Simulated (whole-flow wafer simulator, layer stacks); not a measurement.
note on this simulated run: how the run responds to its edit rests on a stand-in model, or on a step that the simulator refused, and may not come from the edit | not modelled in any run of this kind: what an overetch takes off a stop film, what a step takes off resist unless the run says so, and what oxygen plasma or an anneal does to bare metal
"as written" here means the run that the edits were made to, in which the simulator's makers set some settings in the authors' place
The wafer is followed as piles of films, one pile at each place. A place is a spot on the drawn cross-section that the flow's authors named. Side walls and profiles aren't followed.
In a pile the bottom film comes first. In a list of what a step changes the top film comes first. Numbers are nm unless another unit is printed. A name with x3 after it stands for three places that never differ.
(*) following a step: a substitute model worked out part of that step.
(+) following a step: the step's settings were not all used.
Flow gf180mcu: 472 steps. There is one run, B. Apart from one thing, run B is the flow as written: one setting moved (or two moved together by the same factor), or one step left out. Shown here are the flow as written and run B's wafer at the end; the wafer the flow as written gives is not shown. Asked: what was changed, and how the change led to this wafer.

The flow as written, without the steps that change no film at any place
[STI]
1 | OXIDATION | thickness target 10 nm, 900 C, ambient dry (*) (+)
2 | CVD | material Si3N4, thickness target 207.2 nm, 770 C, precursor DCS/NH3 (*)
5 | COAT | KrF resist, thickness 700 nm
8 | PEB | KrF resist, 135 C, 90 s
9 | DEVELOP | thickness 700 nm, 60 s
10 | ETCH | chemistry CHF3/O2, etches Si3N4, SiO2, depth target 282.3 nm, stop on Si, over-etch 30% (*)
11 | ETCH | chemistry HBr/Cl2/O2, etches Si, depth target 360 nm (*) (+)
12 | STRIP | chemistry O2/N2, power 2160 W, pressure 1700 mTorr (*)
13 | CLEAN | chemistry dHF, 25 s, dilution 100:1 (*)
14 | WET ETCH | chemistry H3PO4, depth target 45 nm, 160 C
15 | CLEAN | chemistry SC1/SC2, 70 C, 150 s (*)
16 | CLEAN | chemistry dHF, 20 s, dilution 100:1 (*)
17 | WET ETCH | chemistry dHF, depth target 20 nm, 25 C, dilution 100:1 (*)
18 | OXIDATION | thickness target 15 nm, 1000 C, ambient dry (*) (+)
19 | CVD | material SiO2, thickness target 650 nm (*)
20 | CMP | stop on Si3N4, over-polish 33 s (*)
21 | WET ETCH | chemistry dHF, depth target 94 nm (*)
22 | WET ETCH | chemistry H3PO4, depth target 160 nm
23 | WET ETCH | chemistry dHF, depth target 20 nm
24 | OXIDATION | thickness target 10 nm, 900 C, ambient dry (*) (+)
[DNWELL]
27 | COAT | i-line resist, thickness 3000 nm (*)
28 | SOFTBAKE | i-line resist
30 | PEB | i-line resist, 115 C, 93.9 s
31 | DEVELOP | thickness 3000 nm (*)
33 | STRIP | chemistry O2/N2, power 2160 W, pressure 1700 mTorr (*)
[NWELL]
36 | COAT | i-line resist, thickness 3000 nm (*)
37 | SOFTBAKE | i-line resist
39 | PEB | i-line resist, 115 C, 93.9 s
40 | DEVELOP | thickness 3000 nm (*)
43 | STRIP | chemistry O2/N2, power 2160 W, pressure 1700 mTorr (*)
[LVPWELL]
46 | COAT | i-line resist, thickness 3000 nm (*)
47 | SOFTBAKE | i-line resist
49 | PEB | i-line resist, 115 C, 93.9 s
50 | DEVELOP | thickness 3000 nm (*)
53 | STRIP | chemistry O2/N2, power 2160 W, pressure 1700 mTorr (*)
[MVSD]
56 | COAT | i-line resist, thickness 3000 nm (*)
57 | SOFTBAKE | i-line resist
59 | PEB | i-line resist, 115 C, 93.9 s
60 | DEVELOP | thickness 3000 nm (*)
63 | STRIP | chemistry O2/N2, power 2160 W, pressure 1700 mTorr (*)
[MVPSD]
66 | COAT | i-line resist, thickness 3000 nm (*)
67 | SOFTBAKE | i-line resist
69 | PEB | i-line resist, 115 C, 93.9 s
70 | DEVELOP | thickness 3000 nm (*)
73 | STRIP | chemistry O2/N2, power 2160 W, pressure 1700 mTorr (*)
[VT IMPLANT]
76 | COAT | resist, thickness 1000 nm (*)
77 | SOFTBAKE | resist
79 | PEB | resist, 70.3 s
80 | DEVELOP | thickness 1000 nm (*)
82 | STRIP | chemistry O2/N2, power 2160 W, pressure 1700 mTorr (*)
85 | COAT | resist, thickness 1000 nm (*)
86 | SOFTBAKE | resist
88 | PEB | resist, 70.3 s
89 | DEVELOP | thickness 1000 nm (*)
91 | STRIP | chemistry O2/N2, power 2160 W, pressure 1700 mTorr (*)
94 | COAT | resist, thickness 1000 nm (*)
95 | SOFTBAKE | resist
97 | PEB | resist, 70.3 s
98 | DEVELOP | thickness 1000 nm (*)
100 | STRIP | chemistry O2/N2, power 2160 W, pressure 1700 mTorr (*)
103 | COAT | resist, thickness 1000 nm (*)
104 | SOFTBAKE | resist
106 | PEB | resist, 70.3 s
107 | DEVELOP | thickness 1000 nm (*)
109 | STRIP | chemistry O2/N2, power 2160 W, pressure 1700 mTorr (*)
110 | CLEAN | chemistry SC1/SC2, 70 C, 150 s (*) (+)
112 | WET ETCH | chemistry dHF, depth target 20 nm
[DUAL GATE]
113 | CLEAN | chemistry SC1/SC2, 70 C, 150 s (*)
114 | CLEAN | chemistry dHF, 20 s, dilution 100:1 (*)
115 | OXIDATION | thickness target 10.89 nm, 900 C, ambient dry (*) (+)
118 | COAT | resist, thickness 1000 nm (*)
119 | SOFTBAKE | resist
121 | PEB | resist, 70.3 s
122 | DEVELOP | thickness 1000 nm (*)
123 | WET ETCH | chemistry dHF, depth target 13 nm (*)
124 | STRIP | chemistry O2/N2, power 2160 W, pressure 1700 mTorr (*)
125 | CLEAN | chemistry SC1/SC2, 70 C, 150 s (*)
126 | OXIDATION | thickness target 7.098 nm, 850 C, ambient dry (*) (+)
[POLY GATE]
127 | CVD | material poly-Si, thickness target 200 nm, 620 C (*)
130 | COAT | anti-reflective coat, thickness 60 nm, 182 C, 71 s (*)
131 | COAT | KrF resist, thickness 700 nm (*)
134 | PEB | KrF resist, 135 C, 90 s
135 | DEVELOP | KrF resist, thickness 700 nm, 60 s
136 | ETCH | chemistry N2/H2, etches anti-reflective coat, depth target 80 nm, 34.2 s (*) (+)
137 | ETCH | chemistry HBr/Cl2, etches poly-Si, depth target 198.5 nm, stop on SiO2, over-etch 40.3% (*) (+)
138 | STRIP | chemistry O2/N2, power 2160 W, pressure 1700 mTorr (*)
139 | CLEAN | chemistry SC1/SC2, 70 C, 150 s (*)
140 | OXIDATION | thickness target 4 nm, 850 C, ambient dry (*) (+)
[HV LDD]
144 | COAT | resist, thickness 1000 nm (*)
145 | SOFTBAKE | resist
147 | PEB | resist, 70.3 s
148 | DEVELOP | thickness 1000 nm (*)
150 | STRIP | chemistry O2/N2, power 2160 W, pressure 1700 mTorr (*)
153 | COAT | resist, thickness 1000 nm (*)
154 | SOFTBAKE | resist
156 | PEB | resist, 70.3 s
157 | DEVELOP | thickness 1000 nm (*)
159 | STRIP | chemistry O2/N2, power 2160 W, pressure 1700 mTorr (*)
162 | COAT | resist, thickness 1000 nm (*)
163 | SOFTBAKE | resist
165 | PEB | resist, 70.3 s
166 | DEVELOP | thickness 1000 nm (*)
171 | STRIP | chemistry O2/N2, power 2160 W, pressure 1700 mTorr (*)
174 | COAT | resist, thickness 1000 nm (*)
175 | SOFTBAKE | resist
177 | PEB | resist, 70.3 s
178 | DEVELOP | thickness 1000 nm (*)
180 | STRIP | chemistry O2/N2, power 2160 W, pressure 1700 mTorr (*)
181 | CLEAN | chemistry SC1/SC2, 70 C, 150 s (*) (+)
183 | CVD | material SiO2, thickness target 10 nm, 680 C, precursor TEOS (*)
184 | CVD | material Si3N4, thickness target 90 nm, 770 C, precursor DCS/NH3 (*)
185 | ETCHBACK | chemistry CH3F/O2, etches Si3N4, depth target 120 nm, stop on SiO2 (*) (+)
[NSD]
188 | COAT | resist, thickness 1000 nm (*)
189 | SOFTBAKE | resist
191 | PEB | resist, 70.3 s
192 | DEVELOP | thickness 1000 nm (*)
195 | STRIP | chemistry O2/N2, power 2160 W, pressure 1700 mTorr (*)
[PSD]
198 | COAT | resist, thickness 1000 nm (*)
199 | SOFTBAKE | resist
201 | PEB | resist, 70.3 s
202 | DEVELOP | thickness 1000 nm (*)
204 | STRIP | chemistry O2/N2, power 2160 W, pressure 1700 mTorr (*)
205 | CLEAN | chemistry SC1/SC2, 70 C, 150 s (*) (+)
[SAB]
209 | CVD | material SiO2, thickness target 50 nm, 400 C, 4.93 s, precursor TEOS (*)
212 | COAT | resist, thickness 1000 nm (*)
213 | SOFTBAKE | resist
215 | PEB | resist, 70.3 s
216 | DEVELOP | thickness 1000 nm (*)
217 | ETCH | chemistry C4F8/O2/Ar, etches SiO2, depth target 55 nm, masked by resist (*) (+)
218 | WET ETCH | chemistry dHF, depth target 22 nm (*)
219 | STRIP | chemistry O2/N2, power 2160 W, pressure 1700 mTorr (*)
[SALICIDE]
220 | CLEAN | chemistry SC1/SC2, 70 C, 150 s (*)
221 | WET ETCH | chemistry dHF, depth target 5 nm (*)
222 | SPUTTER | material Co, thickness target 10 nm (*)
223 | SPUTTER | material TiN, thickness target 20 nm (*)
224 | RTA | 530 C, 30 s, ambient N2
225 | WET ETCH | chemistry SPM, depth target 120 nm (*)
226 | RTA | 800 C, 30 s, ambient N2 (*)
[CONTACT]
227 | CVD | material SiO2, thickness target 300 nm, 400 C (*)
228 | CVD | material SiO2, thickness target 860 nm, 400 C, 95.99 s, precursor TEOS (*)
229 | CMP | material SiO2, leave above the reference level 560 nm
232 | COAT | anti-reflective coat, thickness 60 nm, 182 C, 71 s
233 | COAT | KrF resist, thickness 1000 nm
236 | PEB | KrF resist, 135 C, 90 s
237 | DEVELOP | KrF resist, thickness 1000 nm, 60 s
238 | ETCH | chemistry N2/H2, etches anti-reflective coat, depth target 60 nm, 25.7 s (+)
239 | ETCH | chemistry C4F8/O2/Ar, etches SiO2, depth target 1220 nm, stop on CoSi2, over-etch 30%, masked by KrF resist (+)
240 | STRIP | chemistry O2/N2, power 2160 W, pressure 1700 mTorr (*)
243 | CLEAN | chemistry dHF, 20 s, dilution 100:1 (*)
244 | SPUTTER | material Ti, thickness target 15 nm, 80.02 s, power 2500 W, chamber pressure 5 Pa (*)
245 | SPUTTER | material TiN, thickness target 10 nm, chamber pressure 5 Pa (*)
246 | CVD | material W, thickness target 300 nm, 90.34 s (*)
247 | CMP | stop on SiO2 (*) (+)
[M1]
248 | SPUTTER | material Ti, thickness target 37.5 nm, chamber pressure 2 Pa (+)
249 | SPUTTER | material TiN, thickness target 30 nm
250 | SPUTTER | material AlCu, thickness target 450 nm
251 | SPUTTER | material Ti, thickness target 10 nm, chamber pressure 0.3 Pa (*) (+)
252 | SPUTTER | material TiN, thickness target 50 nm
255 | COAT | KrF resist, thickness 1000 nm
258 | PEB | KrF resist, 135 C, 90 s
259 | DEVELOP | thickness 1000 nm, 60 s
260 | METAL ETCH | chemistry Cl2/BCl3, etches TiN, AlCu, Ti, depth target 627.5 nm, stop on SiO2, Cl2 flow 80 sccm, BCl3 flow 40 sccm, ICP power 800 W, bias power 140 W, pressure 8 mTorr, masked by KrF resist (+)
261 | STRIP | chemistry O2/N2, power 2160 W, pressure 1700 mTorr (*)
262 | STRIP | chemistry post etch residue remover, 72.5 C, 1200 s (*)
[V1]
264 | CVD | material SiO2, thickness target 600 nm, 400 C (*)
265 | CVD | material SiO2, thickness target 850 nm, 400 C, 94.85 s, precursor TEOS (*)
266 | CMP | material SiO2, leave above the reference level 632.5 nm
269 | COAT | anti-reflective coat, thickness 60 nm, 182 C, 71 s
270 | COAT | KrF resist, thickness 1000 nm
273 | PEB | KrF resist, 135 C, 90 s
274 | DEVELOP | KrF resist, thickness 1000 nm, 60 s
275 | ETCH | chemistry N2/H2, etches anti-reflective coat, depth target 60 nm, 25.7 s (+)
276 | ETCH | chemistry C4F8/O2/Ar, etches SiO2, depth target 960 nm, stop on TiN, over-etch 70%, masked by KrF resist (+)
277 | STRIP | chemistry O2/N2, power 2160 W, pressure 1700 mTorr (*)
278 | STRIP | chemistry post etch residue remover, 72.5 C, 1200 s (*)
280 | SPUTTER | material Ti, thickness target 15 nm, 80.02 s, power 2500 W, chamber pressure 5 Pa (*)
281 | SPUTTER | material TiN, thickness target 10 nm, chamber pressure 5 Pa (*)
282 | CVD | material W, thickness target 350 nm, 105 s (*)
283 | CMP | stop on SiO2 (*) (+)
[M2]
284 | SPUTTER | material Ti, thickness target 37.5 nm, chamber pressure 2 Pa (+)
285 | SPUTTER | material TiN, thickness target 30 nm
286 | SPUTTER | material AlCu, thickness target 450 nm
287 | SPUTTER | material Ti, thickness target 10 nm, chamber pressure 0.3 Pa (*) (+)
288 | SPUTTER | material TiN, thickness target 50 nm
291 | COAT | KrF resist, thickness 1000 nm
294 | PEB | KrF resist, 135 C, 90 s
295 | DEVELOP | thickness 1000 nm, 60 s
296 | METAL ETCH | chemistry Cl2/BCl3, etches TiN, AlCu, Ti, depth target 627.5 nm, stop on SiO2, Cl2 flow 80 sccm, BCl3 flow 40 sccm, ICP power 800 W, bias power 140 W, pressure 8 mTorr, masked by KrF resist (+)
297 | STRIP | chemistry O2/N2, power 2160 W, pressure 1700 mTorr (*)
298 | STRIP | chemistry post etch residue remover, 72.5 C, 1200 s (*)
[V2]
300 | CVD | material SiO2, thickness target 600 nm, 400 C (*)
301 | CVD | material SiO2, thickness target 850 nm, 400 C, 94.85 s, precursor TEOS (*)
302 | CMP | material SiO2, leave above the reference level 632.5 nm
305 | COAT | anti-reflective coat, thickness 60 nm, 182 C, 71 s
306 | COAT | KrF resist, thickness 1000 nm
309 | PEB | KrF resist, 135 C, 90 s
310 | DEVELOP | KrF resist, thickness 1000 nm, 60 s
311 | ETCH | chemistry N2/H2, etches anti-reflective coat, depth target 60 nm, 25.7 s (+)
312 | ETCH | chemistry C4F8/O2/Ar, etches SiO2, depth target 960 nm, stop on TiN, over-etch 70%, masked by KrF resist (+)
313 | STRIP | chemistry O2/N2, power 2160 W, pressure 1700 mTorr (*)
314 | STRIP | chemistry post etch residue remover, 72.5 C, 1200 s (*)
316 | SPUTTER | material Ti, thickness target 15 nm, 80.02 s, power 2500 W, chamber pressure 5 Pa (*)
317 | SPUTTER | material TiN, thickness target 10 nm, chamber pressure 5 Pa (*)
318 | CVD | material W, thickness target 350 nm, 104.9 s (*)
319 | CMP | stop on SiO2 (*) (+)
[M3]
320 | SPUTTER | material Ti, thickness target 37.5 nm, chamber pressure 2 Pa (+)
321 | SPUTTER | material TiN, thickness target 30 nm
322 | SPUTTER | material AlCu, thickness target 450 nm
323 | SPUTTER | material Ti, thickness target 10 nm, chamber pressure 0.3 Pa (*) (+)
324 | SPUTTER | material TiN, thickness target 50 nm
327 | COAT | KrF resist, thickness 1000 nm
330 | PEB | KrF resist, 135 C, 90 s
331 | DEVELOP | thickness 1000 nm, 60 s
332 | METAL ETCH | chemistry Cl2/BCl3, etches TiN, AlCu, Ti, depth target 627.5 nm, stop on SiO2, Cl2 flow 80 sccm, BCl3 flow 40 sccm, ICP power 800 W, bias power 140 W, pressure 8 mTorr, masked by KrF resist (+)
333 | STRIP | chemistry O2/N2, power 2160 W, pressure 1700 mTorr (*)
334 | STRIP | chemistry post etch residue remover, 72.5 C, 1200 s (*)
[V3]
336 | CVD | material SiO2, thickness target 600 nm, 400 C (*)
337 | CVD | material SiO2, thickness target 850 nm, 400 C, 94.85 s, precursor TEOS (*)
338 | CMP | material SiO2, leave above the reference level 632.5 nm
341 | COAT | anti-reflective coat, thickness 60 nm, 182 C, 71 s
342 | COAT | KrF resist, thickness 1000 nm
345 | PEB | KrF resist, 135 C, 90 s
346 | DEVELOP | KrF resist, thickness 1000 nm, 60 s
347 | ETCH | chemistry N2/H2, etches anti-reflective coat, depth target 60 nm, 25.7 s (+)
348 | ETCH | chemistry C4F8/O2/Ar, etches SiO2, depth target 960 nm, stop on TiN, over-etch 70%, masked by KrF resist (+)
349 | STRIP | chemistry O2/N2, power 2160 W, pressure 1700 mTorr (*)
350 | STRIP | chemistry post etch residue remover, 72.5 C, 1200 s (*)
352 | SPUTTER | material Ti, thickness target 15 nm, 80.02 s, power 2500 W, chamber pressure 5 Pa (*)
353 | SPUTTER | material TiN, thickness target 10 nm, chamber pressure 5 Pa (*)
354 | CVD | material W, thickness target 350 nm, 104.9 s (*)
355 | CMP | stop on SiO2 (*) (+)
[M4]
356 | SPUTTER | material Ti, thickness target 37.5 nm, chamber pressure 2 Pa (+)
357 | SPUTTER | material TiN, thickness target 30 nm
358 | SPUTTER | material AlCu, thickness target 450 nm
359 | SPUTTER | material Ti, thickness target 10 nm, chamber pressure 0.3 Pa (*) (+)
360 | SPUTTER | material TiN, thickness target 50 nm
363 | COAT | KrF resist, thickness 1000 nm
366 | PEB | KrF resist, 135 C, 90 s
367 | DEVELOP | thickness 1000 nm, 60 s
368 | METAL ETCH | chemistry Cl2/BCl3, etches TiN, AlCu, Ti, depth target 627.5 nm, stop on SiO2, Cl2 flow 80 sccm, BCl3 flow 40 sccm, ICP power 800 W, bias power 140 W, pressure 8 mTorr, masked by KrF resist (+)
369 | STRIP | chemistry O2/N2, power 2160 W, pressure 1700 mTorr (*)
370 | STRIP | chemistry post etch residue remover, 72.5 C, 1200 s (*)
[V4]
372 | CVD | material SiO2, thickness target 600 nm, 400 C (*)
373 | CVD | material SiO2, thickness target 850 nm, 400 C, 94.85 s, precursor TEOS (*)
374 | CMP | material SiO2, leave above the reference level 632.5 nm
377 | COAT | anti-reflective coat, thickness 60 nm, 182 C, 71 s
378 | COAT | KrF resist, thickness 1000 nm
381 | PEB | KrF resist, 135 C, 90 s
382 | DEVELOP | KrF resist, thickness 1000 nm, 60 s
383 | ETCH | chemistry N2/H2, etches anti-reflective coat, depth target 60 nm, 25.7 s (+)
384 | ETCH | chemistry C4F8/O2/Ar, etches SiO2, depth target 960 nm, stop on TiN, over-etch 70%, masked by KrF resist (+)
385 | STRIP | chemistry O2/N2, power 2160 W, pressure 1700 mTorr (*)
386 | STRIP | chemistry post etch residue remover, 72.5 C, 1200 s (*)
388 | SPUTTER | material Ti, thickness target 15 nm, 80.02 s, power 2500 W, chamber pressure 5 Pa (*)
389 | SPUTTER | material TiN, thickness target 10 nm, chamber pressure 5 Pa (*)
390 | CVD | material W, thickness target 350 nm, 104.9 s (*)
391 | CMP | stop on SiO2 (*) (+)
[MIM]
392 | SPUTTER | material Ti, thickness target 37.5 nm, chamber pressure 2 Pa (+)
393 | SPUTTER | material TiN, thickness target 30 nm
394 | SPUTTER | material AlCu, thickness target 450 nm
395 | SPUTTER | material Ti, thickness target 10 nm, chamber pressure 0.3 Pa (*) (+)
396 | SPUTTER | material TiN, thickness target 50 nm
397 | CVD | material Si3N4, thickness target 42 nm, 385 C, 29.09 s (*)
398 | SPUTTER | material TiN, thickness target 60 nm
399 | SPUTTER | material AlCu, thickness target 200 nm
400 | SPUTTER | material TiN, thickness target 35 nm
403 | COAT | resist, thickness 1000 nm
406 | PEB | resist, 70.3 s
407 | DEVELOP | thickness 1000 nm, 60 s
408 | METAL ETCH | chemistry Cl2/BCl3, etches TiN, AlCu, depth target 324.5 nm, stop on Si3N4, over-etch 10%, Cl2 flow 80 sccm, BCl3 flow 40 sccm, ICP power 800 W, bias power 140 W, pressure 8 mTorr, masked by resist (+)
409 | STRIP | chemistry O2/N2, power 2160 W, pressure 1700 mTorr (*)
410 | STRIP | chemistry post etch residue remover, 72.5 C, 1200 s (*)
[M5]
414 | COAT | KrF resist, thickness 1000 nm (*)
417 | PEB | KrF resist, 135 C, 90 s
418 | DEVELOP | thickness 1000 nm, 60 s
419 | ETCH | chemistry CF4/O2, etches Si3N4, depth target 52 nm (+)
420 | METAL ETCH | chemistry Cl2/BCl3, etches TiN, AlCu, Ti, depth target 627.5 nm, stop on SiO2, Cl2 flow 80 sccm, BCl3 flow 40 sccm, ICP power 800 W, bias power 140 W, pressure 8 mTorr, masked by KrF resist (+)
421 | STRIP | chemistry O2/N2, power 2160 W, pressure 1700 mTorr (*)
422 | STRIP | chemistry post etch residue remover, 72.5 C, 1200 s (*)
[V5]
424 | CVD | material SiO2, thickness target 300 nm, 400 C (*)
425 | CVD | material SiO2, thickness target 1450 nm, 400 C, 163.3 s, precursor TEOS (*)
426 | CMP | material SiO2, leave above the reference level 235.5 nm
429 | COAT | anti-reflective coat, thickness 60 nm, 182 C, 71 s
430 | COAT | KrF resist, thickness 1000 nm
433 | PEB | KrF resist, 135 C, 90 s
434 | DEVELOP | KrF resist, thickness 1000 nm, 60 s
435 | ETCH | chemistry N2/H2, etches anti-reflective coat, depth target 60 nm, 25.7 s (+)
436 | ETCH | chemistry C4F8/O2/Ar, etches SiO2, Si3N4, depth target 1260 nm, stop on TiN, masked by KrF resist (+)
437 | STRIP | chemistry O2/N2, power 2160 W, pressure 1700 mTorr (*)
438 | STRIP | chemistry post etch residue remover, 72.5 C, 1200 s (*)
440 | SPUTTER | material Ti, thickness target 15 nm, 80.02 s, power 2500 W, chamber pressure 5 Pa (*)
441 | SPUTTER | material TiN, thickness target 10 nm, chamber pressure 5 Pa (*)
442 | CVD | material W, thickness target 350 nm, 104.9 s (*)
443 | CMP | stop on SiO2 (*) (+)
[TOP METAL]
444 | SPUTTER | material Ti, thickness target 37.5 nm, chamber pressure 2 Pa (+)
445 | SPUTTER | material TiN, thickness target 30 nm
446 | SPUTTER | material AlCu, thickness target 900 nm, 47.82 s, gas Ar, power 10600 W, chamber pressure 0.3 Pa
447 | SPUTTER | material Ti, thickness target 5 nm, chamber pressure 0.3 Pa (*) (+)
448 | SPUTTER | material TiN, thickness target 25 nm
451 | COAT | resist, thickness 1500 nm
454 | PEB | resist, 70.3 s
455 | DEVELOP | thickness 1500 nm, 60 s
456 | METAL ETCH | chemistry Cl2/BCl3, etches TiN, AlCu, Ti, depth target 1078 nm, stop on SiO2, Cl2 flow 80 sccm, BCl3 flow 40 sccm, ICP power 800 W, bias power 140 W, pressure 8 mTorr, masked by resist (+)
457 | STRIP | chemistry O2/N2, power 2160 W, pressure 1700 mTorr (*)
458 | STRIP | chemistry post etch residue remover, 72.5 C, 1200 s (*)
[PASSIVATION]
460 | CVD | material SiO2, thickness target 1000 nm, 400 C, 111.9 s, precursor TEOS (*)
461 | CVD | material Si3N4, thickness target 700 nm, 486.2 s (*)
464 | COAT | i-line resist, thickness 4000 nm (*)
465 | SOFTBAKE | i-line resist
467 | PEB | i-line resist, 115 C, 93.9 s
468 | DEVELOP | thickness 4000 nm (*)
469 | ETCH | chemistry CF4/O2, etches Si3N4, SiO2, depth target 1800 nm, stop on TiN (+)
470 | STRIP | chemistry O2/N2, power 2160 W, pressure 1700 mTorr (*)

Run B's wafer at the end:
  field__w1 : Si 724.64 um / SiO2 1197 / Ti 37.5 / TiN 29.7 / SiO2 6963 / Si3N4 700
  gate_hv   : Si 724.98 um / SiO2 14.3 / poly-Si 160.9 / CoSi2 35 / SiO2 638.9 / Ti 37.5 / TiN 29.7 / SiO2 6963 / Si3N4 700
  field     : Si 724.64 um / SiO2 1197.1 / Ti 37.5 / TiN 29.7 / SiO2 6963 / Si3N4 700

What caused this: step 260, METAL ETCH: depth target 508.3 nm was run, whereas the flow has depth target 627.5 nm.

How this came from the change, step by step:
  260 | METAL ETCH | chemistry Cl2/BCl3, etches TiN, AlCu, Ti, depth target 627.5 nm, stop on SiO2, Cl2 flow 80 sccm, BCl3 flow 40 sccm, ICP power 800 W, bias power 140 W, pressure 8 mTorr, masked by KrF resist (+)
      field, field__w1, field__w2 and 99 more: TiN loses 50 (all of it), Ti loses 10 (all of it), AlCu loses 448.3 (in the flow as written it would be: TiN loses 50 (all of it), Ti loses 10 (all of it), AlCu loses 450 (all of it), TiN loses 30 (all of it), Ti loses 37.5 (all of it))
      field__w8, contact, m1 and 6 more: KrF resist loses 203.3 (in the flow as written it would be: KrF resist loses 251)
  261 | STRIP | chemistry O2/N2, power 2160 W, pressure 1700 mTorr (*)
      field__w8, contact, m1 and 6 more: KrF resist loses 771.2 (all of it) (in the flow as written it would be: KrF resist loses 723.5 (all of it))
  262 | STRIP | chemistry post etch residue remover, 72.5 C, 1200 s (*)
      field, field__w1, field__w2 and 99 more: AlCu loses 1.7 (all of it), TiN loses 0.3 (in the flow as written it would be: nothing)
  264 | CVD | material SiO2, thickness target 600 nm, 400 C (*)
      field, field__w1, field__w2 and 99 more: SiO2 gains 600 (new film) (in the flow as written it would be: SiO2 gains 600)
  266 | CMP | material SiO2, leave above the reference level 632.5 nm
      field, field__w1, field__w2 and 99 more: SiO2 loses 367.2 (in the flow as written it would be: SiO2 loses 300)
If metal films that touch count as one body, field__w1 has 1 body; the flow as written gives 0 bodies.
If metal films that touch count as one body, gate_hv has 2 bodies (between them, from the top down: SiO2 638.9); the flow as written gives 1 body.
If metal films that touch count as one body, field has 1 body; the flow as written gives 0 bodies.
